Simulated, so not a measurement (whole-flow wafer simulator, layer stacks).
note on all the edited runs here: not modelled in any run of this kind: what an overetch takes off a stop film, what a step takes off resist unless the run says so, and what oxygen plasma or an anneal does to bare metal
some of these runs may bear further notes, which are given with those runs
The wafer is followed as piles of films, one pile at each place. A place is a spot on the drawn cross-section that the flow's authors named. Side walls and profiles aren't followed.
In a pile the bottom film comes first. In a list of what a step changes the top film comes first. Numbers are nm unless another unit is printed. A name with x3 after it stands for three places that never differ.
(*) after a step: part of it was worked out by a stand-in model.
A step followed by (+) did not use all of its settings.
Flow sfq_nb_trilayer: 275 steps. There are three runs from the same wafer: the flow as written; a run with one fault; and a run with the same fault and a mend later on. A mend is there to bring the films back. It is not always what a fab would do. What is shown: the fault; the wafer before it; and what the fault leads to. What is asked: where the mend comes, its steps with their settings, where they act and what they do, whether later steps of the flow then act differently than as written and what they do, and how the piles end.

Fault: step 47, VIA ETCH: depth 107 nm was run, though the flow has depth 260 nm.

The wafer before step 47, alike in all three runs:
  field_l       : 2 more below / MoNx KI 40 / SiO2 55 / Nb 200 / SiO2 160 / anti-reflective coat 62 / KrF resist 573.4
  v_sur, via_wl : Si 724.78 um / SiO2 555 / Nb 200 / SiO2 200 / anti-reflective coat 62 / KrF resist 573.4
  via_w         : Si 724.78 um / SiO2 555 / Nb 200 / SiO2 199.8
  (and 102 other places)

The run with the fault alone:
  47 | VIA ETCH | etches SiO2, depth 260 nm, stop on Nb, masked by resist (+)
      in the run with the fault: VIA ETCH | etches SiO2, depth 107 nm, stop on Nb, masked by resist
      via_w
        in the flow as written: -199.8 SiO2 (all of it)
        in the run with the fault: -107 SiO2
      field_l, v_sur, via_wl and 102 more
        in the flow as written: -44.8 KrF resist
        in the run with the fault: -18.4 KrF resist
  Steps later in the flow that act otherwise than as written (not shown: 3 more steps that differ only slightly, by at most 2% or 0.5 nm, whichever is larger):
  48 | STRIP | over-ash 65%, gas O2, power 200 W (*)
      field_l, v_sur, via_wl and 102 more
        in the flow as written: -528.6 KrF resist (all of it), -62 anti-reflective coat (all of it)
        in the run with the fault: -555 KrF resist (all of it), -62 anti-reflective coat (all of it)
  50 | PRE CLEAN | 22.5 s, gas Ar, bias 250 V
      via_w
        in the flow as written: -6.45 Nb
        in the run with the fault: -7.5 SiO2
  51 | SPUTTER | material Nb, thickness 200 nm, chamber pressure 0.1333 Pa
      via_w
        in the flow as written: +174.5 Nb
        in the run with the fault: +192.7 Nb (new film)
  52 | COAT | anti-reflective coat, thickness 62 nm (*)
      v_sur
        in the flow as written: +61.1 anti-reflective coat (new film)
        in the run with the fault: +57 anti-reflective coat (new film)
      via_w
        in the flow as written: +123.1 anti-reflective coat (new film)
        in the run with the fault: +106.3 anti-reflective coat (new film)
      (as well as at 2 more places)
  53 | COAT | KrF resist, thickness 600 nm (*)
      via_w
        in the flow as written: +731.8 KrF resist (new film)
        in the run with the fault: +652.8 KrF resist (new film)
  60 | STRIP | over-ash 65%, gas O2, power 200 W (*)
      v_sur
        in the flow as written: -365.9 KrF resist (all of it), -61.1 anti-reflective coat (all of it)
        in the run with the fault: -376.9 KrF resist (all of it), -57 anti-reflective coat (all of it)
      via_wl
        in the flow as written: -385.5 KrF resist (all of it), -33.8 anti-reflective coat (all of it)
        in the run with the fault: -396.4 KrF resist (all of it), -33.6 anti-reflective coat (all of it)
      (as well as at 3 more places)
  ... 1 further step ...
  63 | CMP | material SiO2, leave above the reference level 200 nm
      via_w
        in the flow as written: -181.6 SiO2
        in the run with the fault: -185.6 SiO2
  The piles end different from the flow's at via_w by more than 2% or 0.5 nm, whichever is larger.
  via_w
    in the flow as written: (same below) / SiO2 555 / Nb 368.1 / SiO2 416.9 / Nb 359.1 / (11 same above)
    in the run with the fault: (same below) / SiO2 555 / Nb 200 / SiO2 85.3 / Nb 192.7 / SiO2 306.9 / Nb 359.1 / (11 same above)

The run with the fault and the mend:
  The mend stands after step 48.
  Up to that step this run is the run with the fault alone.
  48a | COAT | anti-reflective coat, thickness 62 nm (*) (the flow's step 40, run once more)
      p4_fl x3, p4_w1 x9, p4_g1 x2 and 63 more
        +62 anti-reflective coat (new film)
      be_sur, gap, jj_sur and 17 more
        +61.9 anti-reflective coat (new film)
      field_l, via_v
        +61.7 anti-reflective coat (new film)
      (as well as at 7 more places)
  48b | COAT | KrF resist, thickness 650 nm (*) (the flow's step 41, run once more)
      p4_fl x3, p4_w1 x9, p4_g1 x2 and 63 more
        +650 KrF resist (new film)
      res, r_end, moat and 6 more
        +649.7 KrF resist (new film)
      ce_r, sp_r, be_r, r_sur
        +649.6 KrF resist (new film)
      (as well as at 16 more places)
  48c | SOFTBAKE | KrF resist (the flow's step 42, run once more)
      leaves every film unchanged at each place that is followed
  48d | EXPOSE | photomask I0, dose 11.91 mJ/cm2, NA 0.6, wavelength 248 nm (*) (the flow's step 43, run once more)
      leaves every film unchanged at each place that is followed
  48e | PEB | KrF resist, 90 s (the flow's step 44, run once more)
      be_sur, gap, jj_sur and 94 more
        -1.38 KrF resist
      field_l, v_sur, via_sp, via_v, wire, be
        -1.37 KrF resist
      via_wl, via_wr
        -1.41 KrF resist
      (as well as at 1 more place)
  48f | DEVELOP | KrF resist, thickness 650 nm, 60 s (the flow's step 45, run once more)
      field_l, v_sur, via_wl and 102 more
        -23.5 KrF resist
      via_w
        -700 KrF resist (all of it)
  48g | VIA ETCH | etches anti-reflective coat, depth 125 nm, masked by resist (+) (the flow's step 46, run once more)
      field_l, v_sur, via_wl and 102 more
        -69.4 KrF resist
      via_w
        -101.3 anti-reflective coat (all of it), -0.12 SiO2
  48h | VIA ETCH | etches SiO2, depth 153 nm, stop on Nb, masked by resist (+) (the flow's step 47, run once more with other settings)
      field_l, v_sur, via_wl and 102 more
        -24 KrF resist
      via_w
        -92.7 SiO2 (all of it)
  48i | STRIP | over-ash 65%, gas O2, power 200 W (*) (the flow's step 48, run once more)
      p4_fl x3, p4_w1 x9, p4_g1 x2 and 63 more
        -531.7 KrF resist (all of it), -62 anti-reflective coat (all of it)
      r_end, moat, field_r and 7 more
        -531.4 KrF resist (all of it), -61.9 anti-reflective coat (all of it)
      sp_r, be_r, r_sur, res
        -531.3 KrF resist (all of it), -61.9 anti-reflective coat (all of it)
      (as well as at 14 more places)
  None of the later steps of the flow differs from how it acts as written, at any place that is followed, by more than 2% or 0.5 nm, whichever is larger.
  At the end the piles are close to the flow's at the places that both follow, differing by at most 2% or 0.5 nm, whichever is larger.
